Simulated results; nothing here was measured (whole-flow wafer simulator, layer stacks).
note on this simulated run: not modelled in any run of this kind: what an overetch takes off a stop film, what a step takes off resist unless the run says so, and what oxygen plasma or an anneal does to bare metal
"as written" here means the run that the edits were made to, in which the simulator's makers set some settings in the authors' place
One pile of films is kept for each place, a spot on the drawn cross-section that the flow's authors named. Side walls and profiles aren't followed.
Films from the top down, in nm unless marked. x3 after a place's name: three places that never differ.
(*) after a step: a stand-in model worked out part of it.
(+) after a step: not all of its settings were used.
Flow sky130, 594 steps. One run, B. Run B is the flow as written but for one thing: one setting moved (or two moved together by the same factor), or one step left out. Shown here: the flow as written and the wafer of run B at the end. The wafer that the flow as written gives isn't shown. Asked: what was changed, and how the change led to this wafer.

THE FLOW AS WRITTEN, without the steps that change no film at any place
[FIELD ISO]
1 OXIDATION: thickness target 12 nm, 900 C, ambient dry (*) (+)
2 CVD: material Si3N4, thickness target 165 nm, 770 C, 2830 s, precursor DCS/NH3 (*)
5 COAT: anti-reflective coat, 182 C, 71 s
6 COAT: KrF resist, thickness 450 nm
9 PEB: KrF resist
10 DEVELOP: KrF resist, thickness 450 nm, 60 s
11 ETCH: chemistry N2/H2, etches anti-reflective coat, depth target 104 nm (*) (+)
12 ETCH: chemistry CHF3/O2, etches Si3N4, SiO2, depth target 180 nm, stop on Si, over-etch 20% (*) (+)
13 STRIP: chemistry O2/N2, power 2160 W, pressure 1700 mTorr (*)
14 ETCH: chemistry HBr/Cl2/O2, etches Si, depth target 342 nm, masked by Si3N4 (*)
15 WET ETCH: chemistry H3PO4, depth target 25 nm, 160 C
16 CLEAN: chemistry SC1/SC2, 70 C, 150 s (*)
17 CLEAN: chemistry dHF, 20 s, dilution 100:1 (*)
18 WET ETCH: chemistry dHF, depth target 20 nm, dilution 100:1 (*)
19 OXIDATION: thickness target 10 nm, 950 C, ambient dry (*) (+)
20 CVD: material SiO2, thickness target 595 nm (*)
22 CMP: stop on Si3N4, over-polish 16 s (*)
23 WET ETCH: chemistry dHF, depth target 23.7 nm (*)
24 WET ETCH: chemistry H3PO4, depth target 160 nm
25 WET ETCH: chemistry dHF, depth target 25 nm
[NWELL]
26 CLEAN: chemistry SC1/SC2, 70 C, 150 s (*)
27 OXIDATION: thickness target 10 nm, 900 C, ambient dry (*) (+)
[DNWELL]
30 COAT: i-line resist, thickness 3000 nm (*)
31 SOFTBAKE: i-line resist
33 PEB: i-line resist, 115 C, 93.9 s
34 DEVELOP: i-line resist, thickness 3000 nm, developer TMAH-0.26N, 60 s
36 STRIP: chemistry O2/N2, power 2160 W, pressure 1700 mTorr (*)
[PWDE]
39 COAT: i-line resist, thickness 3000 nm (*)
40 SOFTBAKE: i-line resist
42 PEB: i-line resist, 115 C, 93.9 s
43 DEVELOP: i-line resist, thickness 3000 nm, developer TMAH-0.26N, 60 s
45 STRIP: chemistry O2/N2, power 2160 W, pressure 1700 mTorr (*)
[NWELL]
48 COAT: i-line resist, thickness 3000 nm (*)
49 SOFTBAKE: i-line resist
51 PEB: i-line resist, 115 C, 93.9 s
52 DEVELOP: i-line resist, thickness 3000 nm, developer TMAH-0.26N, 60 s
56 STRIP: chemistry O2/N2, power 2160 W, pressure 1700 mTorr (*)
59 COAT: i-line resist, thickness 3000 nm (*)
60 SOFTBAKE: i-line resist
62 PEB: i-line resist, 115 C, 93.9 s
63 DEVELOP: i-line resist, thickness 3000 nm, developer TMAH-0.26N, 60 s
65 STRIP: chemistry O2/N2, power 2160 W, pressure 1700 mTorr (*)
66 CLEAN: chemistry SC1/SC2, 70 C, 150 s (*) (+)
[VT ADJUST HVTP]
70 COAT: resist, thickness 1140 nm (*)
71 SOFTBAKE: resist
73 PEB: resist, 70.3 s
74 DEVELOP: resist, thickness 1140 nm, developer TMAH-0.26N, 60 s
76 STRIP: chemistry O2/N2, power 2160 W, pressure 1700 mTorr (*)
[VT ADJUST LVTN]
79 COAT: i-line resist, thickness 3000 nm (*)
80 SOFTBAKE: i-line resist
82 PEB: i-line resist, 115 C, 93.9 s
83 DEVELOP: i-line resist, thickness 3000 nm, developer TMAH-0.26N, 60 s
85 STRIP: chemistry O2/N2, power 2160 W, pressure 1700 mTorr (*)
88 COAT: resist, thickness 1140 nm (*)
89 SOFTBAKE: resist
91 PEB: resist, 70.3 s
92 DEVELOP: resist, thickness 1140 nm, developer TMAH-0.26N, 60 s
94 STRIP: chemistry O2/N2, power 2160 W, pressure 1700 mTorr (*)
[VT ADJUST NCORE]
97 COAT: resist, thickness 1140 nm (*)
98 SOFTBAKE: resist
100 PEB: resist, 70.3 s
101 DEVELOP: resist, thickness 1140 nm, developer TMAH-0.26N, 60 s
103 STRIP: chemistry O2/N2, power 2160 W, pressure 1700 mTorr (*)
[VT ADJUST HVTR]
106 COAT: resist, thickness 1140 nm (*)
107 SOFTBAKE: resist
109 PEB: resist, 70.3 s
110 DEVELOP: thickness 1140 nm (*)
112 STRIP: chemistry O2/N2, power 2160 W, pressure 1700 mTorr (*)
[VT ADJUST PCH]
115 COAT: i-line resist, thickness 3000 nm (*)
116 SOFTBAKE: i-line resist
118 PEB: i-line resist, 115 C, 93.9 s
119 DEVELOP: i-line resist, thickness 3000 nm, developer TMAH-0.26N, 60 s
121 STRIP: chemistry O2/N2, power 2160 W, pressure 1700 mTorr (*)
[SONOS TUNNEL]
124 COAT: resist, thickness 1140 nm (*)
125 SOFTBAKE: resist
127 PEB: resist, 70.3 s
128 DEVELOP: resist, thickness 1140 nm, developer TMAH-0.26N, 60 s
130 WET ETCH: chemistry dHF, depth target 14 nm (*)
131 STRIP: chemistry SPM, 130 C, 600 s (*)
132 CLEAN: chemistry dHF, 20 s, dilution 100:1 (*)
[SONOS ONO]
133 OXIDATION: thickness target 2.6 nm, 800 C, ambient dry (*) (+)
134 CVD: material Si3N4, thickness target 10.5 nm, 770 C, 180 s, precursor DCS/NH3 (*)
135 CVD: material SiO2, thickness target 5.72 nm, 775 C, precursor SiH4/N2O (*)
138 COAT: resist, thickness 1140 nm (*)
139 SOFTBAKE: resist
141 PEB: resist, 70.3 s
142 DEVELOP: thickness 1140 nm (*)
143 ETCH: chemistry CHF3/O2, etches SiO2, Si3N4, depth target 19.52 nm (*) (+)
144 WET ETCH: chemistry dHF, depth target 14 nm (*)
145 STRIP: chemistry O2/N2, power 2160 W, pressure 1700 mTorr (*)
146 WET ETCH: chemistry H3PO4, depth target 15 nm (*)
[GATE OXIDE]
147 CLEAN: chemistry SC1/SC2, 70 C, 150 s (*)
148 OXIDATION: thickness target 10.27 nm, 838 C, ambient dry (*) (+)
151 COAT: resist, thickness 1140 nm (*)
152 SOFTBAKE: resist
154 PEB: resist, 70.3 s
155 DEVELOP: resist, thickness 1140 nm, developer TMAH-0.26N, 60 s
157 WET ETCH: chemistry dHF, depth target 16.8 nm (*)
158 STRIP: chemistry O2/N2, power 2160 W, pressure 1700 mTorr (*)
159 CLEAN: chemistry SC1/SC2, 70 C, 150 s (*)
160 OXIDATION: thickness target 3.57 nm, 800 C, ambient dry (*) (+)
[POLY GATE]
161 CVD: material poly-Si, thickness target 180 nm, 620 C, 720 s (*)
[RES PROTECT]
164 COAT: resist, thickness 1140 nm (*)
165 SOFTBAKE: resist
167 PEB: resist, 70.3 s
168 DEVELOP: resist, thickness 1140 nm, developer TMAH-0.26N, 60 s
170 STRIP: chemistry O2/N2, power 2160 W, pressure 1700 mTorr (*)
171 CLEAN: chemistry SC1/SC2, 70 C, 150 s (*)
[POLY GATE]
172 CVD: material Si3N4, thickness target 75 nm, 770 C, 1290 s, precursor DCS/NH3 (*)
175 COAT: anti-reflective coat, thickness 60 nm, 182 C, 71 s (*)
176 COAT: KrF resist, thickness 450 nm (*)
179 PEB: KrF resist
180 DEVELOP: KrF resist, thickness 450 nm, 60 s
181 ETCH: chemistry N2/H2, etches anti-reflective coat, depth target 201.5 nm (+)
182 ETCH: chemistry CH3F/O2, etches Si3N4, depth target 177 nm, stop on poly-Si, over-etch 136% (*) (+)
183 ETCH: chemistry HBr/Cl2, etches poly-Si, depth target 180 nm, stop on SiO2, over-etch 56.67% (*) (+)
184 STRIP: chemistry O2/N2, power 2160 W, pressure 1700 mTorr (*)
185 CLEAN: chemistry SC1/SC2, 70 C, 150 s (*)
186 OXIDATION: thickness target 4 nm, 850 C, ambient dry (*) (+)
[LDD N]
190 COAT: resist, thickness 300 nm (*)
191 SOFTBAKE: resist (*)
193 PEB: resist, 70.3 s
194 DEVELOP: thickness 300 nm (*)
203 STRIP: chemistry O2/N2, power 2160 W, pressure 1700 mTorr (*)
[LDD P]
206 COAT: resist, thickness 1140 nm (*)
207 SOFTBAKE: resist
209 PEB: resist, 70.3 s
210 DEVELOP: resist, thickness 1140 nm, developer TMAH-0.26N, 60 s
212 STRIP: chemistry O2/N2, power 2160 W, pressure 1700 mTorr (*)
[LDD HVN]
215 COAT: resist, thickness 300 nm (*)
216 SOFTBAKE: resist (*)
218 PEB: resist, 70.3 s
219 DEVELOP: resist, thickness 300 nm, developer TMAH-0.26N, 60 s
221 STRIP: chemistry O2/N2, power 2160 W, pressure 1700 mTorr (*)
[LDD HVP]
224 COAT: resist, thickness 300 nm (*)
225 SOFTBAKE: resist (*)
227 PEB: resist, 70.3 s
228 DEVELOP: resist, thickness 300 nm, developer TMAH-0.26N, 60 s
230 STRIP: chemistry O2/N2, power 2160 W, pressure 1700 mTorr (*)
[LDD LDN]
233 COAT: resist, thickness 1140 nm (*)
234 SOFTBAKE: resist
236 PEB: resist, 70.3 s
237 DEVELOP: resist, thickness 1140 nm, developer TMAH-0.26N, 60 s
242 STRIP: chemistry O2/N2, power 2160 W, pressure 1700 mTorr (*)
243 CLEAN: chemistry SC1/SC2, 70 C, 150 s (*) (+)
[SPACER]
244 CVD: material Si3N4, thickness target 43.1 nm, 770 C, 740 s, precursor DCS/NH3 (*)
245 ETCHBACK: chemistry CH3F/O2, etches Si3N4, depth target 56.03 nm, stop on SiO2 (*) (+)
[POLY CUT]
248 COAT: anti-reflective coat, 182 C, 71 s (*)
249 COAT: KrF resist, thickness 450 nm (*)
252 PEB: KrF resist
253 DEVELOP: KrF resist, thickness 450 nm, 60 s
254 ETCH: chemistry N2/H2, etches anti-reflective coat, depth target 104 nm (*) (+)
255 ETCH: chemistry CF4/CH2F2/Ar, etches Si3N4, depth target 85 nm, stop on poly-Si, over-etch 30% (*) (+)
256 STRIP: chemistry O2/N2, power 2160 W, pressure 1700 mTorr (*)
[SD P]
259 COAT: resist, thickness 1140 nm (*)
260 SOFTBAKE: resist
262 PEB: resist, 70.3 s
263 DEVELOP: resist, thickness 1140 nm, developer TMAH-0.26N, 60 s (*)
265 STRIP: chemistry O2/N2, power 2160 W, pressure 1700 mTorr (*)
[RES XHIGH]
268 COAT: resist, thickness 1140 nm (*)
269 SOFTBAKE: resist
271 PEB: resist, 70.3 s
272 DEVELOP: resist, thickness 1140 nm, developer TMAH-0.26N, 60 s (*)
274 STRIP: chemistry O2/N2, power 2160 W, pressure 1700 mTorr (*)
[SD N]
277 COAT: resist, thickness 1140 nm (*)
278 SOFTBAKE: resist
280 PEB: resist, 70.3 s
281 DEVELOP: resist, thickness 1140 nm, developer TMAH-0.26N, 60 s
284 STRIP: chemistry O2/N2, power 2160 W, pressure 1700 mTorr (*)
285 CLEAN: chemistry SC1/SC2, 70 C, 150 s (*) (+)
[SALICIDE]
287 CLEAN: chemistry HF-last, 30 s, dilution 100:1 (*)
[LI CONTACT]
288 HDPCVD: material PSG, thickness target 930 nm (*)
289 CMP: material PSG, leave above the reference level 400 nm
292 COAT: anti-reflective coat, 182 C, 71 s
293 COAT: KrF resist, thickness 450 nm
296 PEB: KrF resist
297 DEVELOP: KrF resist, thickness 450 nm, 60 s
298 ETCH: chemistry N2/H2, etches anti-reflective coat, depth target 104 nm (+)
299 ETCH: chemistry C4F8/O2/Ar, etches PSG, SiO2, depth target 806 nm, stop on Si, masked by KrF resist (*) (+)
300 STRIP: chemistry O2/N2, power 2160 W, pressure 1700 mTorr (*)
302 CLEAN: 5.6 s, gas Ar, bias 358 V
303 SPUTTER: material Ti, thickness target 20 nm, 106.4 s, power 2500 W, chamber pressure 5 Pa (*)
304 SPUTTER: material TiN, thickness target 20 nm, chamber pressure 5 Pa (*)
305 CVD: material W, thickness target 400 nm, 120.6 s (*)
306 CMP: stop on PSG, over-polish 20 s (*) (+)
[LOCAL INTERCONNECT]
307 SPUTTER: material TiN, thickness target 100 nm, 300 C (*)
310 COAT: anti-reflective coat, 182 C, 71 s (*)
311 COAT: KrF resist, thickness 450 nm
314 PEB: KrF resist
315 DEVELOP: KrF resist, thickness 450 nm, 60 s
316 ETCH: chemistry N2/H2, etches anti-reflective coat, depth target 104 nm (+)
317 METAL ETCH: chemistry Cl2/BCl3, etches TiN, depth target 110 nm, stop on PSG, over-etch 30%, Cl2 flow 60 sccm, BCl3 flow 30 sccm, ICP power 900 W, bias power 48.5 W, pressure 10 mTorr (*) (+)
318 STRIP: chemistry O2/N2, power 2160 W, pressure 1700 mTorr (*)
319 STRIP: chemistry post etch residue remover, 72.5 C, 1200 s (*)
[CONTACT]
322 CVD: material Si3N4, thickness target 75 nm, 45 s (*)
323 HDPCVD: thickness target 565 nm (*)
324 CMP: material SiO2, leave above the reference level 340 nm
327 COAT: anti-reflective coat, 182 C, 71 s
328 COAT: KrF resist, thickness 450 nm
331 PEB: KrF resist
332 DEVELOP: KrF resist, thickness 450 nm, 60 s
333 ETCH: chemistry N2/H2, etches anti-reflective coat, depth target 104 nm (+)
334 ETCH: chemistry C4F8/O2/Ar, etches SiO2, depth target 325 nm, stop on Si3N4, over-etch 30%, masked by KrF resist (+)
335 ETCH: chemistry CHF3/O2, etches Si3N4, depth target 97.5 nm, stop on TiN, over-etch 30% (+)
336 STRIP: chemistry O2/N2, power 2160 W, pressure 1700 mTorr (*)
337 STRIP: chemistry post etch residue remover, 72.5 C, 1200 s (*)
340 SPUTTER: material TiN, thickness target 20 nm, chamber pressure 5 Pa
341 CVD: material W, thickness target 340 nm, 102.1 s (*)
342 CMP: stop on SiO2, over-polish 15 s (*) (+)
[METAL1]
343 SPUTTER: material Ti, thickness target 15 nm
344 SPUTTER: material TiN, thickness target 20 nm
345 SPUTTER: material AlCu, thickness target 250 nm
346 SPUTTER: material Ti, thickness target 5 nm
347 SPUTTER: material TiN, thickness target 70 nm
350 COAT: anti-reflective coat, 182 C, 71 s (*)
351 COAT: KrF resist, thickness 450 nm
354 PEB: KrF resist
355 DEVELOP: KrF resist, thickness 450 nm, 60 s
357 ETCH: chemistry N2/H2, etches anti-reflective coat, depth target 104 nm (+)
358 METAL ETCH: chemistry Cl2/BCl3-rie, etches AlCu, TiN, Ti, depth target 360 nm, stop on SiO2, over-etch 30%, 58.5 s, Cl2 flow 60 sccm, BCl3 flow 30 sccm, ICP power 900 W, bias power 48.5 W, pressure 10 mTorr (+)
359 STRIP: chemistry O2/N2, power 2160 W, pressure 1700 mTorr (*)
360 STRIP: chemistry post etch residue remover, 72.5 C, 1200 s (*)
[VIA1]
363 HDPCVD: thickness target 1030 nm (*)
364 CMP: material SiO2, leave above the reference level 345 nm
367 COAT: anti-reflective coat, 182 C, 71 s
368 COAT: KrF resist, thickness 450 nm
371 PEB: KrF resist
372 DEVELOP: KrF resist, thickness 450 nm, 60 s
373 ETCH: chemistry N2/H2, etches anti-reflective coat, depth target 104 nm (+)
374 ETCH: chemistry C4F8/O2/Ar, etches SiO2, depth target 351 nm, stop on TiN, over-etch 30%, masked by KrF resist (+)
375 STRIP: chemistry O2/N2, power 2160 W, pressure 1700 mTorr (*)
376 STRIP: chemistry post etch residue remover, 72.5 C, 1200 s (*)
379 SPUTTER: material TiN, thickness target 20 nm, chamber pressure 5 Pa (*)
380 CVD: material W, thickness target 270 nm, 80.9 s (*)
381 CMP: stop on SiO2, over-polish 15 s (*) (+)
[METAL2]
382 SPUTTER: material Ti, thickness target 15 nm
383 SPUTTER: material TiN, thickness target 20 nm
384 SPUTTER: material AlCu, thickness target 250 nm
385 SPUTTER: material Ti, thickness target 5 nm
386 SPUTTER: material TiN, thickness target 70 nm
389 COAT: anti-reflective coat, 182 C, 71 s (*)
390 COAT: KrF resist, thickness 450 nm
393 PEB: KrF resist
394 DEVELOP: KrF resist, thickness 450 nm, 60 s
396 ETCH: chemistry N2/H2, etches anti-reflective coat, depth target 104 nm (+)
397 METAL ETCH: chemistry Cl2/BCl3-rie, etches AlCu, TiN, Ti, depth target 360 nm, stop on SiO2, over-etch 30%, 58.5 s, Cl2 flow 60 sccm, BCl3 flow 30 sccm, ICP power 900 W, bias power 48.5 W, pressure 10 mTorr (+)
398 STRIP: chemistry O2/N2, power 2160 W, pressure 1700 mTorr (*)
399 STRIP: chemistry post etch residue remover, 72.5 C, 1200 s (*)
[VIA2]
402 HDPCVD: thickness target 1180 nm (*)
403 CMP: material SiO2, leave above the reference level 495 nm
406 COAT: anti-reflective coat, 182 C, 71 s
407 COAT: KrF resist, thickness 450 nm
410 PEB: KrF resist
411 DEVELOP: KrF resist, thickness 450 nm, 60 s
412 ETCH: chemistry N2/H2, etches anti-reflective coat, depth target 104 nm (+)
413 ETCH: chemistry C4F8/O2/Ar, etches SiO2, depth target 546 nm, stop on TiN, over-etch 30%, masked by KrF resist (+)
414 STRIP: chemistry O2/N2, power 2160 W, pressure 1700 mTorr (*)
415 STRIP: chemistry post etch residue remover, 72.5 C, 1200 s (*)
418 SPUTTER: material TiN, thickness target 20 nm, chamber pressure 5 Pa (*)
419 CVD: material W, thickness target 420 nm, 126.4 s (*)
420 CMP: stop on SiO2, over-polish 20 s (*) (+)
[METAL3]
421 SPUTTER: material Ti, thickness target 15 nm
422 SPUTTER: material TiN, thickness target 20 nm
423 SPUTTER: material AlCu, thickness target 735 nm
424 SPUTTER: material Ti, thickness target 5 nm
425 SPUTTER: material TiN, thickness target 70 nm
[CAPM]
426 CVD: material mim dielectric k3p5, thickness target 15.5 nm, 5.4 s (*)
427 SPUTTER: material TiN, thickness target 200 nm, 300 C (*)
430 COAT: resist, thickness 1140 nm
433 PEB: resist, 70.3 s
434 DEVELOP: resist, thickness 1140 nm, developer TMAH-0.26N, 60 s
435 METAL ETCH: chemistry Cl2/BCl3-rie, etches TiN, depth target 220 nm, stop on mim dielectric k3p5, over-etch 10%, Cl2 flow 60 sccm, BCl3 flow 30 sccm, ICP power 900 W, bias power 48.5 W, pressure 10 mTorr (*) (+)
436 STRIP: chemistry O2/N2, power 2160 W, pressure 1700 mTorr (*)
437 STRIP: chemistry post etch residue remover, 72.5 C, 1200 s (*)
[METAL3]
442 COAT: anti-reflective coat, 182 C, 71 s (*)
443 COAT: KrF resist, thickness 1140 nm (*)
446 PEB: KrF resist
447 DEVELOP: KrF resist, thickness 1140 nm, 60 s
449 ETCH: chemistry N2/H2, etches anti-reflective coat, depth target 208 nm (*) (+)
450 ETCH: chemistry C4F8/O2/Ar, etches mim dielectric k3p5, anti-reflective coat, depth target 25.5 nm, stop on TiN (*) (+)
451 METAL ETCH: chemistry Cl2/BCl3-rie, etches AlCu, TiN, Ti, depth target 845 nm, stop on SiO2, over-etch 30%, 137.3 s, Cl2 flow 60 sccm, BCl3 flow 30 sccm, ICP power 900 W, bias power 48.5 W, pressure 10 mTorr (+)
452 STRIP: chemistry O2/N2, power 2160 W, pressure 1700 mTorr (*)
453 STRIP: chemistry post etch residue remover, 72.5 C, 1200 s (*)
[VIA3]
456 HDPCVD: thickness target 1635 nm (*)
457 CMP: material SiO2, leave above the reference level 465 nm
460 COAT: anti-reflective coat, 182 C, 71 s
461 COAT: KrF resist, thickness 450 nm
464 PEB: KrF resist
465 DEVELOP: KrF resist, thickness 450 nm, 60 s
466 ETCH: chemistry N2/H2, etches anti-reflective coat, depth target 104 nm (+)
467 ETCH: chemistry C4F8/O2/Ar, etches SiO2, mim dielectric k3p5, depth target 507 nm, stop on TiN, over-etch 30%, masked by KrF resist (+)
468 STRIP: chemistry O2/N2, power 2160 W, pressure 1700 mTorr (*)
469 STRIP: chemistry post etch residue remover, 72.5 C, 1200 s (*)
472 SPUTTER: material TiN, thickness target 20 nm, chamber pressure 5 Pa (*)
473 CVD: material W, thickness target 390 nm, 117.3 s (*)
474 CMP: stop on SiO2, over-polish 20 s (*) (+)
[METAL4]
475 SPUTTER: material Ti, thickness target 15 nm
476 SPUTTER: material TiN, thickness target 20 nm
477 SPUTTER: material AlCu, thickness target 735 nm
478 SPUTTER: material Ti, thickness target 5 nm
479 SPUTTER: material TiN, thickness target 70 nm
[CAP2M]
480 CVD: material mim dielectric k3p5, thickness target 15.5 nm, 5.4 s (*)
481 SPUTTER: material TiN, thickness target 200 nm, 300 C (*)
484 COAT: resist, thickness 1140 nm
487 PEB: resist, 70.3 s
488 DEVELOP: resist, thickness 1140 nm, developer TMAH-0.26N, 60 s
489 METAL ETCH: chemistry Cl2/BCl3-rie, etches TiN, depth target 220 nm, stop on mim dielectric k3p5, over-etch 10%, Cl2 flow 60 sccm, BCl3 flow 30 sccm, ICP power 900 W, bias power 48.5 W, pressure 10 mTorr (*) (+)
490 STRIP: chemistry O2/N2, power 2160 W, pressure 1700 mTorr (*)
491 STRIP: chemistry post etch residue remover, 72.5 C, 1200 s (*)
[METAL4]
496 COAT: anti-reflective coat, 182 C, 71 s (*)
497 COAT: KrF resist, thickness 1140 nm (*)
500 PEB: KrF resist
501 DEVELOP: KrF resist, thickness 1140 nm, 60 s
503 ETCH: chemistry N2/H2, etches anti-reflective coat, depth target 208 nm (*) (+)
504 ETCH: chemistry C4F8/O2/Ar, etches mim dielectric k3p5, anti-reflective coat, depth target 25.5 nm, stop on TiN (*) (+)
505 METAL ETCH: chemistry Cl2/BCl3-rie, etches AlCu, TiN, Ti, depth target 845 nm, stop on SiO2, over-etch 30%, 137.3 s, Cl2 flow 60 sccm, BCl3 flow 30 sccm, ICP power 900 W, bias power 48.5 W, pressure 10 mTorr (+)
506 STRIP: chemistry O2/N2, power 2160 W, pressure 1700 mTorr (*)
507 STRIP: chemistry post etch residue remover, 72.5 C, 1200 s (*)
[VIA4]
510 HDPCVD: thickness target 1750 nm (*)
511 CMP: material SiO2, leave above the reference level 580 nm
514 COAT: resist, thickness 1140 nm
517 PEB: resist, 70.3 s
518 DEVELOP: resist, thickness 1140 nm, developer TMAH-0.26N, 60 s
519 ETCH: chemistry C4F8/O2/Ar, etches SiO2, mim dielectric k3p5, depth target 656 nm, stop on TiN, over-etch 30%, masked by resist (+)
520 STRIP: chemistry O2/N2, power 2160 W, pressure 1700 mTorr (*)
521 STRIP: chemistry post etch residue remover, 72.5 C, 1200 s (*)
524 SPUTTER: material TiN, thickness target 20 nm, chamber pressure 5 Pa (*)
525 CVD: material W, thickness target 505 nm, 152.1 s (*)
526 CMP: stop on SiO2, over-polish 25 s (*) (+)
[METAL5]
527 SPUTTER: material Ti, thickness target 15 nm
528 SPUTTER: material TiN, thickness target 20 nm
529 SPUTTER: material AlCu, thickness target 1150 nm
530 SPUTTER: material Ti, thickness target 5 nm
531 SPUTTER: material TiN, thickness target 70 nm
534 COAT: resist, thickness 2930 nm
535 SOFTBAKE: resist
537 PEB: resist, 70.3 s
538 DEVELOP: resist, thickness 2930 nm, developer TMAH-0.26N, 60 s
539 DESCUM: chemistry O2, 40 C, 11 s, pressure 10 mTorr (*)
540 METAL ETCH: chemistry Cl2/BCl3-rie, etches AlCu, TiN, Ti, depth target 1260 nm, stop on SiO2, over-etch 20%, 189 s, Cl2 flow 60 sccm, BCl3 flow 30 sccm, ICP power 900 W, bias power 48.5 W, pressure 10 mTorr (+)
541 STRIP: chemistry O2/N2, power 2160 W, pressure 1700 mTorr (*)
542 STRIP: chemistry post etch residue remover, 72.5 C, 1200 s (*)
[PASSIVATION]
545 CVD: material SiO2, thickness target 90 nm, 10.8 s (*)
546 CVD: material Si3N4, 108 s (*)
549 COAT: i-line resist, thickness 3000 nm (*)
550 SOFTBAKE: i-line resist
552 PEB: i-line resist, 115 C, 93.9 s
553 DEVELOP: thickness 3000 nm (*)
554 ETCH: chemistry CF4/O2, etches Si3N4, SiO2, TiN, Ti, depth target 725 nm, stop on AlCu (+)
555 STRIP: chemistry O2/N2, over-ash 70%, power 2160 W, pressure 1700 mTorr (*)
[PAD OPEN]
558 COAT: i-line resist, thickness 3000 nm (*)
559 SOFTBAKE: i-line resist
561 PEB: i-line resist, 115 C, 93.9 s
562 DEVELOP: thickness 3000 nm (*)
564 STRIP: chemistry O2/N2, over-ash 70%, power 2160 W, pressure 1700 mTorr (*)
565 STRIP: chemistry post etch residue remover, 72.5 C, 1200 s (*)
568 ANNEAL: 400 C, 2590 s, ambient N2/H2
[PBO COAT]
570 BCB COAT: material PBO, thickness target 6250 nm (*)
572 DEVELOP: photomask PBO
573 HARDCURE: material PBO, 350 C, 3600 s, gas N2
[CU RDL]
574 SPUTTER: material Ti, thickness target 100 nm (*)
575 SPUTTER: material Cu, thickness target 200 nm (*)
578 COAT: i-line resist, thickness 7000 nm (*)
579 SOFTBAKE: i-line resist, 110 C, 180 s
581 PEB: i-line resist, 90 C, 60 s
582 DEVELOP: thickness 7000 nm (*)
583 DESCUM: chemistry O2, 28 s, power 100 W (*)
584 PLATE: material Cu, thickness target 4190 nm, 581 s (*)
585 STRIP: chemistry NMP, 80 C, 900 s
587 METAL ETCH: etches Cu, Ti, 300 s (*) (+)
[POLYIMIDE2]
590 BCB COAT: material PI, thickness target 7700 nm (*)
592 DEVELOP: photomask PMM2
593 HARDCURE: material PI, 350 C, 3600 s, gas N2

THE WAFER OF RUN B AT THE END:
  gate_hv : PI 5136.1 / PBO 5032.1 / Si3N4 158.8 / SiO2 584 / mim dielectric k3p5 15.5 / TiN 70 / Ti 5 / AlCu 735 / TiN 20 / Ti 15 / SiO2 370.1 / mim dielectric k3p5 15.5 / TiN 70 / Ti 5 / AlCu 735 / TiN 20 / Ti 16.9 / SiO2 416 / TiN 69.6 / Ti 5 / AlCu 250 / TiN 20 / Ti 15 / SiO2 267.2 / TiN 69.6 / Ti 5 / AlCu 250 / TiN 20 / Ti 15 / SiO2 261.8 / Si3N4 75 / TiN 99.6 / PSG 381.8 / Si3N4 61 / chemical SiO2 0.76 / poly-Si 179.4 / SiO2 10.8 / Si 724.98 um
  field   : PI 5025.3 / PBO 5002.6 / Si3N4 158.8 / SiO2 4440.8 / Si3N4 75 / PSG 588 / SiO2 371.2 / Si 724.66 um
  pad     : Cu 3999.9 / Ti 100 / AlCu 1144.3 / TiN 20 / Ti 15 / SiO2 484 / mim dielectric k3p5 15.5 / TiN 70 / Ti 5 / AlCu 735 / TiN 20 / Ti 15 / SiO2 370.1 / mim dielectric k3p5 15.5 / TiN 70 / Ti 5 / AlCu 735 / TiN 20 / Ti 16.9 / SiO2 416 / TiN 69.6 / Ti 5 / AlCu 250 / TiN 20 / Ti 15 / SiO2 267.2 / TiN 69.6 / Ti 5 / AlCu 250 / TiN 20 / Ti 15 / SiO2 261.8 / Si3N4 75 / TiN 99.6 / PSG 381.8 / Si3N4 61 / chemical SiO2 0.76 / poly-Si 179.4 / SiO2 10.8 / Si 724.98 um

The cause: step 421, SPUTTER: thickness target 16.9 nm was run, where the flow has thickness target 15 nm.
It can be read off the wafer: gate_hv has Ti 16.9, and step 421 as written asks for 15 nm.

How the change led to this, step by step:
  421 SPUTTER: material Ti, thickness target 15 nm
      field, active, n_well and 188 more: Ti +16.9 (new film) (as written it would be: Ti +15 (new film))
  451 METAL ETCH: chemistry Cl2/BCl3-rie, etches AlCu, TiN, Ti, depth target 845 nm, stop on SiO2, over-etch 30%, 137.3 s, Cl2 flow 60 sccm, BCl3 flow 30 sccm, ICP power 900 W, bias power 48.5 W, pressure 10 mTorr (+)
      field, gate, spacer and 68 more: TiN -70 (all of it), Ti -5 (all of it), AlCu -735 (all of it), TiN -20 (all of it), Ti -16.9 (all of it), SiO2 -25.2 (as written it would be: TiN -70 (all of it), Ti -5 (all of it), AlCu -735 (all of it), TiN -20 (all of it), Ti -15 (all of it), SiO2 -25.4)
      active, vpp_ln, vpp_iso2 and 11 more: TiN -70 (all of it), Ti -5 (all of it), AlCu -735 (all of it), TiN -20 (all of it), Ti -16.9 (all of it), SiO2 -25.2 (as written it would be: TiN -70 (all of it), Ti -5 (all of it), AlCu -735 (all of it), TiN -20 (all of it), Ti -15 (all of it), SiO2 -25.3)
